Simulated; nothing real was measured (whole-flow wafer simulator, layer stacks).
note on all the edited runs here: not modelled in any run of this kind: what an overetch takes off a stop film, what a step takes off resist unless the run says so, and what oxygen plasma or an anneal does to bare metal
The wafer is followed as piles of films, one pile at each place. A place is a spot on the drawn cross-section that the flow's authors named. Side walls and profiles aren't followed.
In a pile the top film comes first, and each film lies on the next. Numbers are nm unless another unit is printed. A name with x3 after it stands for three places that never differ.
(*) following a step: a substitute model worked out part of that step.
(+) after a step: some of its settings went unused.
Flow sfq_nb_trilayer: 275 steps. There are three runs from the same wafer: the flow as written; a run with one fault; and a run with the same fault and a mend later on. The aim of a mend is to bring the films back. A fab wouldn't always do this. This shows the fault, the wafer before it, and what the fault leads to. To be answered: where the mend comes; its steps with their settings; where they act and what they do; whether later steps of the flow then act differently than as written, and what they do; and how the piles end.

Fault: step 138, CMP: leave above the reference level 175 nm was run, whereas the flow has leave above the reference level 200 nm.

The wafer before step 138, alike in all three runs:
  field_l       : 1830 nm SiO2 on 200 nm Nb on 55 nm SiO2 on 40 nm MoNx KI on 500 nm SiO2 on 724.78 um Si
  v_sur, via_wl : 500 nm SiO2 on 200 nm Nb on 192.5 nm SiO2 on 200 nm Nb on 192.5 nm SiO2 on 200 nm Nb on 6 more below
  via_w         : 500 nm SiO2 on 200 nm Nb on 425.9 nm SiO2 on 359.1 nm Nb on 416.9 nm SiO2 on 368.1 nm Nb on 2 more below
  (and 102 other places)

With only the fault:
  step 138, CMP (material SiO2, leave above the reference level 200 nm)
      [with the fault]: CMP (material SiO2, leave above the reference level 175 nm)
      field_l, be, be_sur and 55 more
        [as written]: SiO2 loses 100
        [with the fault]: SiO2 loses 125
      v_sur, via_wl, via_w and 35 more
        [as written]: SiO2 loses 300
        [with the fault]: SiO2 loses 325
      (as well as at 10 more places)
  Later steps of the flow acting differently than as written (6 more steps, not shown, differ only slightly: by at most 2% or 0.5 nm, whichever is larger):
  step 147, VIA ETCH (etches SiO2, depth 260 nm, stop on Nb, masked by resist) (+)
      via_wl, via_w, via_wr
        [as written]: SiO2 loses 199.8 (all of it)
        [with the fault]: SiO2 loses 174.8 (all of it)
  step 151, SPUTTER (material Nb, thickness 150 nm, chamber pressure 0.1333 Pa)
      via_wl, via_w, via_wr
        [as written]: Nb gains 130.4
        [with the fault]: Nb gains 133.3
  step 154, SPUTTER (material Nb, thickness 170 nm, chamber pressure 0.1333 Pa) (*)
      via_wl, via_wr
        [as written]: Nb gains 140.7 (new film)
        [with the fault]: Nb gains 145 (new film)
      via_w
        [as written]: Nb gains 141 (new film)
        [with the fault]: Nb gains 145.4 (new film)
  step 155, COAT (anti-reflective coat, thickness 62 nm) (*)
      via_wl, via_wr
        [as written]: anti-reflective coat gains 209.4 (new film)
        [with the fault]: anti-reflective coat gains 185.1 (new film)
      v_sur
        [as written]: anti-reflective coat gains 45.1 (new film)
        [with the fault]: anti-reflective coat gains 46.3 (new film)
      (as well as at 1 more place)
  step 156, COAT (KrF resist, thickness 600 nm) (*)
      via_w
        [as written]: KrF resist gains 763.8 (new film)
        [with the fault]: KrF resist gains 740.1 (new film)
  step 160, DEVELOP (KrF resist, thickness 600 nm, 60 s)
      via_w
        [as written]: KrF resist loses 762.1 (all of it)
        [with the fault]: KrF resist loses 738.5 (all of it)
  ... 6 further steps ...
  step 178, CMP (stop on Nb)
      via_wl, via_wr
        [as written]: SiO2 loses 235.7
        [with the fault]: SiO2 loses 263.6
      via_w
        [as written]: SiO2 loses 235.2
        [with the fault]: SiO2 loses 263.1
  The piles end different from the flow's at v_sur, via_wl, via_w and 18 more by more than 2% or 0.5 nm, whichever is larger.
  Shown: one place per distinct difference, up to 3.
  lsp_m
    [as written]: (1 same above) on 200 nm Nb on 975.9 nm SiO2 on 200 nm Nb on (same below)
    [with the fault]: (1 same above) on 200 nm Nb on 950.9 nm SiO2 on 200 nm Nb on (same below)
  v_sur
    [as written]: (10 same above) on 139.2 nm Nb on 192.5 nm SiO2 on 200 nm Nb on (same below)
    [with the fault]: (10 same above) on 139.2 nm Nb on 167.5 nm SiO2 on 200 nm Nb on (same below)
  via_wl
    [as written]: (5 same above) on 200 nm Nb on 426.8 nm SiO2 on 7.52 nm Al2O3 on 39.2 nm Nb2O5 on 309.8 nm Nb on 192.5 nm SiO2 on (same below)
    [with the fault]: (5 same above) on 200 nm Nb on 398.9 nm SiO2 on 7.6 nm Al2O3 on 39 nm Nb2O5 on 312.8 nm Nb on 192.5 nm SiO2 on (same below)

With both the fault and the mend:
  After step 145 comes the mend.
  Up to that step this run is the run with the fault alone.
  step 145a, STRIP (over-ash 65%, gas O2, power 200 W) (*)
      field_l, v_sur, via_sp and 100 more
        KrF resist loses 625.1 (all of it), anti-reflective coat loses 62 (all of it)
      via_wl, via_w, via_wr
        anti-reflective coat loses 62 (all of it)
  step 145b, PECVD (material SiO2, thickness 25 nm, 150 C, 5.556 s, RF power 183.3 W, pressure 2.4 Torr, precursor SiH4/N2O) (the flow's step 137, run once more with other settings)
      field_l, v_sur, via_wl and 103 more
        SiO2 gains 25
  step 145c, COAT (anti-reflective coat, thickness 62 nm) (the flow's step 140, run once more)
      field_l, v_sur, via_wl and 103 more
        anti-reflective coat gains 62 (new film)
  step 145d, COAT (KrF resist, thickness 650 nm) (the flow's step 141, run once more)
      field_l, v_sur, via_wl and 103 more
        KrF resist gains 650 (new film)
  step 145e, SOFTBAKE (KrF resist) (the flow's step 142, run once more)
      leaves every film unchanged at each place that is followed
  step 145f, EXPOSE (photomask I4, dose 11.93 mJ/cm2, NA 0.6, wavelength 248 nm) (*) (the flow's step 143, run once more)
      leaves every film unchanged at each place that is followed
  step 145g, PEB (KrF resist, 90 s) (the flow's step 144, run once more)
      field_l, v_sur, via_wl and 103 more
        KrF resist loses 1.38
  step 145h, DEVELOP (KrF resist, thickness 650 nm, 60 s) (the flow's step 145, run once more)
      field_l, v_sur, via_sp and 100 more
        KrF resist loses 23.5
      via_wl, via_w, via_wr
        KrF resist loses 648.6 (all of it)
  None of the later steps of the flow differs from how it acts as written, at any place that is followed, by more than 2% or 0.5 nm, whichever is larger.
  When the end is reached, the piles differ only a little from the flow's at the places that both follow, at most by 2% or 0.5 nm, whichever is larger.
